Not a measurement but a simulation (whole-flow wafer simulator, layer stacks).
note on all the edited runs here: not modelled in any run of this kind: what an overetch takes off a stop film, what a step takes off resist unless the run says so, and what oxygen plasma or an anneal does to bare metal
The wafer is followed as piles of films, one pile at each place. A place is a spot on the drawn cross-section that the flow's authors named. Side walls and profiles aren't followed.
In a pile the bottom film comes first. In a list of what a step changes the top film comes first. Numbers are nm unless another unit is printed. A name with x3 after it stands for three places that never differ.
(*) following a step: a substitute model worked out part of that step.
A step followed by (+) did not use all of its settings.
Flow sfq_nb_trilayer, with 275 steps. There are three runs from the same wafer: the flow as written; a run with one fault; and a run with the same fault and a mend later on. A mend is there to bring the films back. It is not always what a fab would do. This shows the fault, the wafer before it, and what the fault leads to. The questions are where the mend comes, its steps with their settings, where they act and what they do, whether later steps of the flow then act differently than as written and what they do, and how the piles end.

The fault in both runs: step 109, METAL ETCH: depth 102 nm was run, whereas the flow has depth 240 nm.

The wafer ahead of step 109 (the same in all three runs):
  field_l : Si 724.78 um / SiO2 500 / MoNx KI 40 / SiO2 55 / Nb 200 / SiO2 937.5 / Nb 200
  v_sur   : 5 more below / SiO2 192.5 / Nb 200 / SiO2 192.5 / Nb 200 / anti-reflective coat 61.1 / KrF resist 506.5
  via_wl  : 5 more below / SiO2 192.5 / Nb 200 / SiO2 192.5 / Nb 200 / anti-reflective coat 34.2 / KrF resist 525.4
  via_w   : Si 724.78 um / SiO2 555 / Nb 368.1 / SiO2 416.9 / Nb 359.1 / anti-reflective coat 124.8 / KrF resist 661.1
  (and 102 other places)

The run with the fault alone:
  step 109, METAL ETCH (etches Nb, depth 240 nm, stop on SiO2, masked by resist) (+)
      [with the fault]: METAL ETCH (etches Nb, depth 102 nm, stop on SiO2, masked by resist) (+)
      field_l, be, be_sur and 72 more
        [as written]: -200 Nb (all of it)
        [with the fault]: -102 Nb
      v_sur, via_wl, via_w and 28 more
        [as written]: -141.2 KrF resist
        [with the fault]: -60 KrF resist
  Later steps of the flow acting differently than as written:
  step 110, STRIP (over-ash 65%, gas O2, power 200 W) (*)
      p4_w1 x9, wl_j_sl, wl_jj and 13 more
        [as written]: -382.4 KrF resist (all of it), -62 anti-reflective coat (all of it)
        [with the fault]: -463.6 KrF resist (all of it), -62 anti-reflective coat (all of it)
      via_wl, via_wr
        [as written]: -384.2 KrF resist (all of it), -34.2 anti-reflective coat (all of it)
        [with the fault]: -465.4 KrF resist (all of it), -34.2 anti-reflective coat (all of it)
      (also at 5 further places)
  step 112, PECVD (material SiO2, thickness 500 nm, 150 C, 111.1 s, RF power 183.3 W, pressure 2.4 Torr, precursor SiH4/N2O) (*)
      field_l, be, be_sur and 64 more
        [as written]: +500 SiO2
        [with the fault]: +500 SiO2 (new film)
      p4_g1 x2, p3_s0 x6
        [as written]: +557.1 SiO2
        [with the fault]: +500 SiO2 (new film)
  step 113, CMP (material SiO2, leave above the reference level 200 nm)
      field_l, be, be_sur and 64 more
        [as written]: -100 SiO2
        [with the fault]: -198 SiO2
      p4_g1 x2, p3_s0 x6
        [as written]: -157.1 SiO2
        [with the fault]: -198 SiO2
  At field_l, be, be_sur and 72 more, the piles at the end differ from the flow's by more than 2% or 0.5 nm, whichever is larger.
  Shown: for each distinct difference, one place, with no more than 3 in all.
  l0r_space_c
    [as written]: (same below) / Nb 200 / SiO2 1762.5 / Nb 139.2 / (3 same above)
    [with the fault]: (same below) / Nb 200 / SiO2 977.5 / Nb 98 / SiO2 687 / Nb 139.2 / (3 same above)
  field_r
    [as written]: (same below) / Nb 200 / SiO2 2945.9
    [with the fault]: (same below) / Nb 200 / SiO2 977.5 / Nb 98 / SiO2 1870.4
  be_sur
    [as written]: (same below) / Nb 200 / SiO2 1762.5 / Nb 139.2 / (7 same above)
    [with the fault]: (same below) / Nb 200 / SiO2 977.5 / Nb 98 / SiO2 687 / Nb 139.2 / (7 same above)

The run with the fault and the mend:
  After step 109 comes the mend.
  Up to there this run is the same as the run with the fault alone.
  step 109a, METAL ETCH (etches Nb, depth 138 nm, stop on SiO2, masked by resist) (+) (the flow's step 109 again, with other settings)
      field_l, be, be_sur and 72 more
        -98 Nb (all of it)
      v_sur, via_wl, via_w and 28 more
        -81.2 KrF resist
  Every later step of the flow that is run acts as written at every place that is followed.
  The piles end the same as the flow's at every place that both follow.
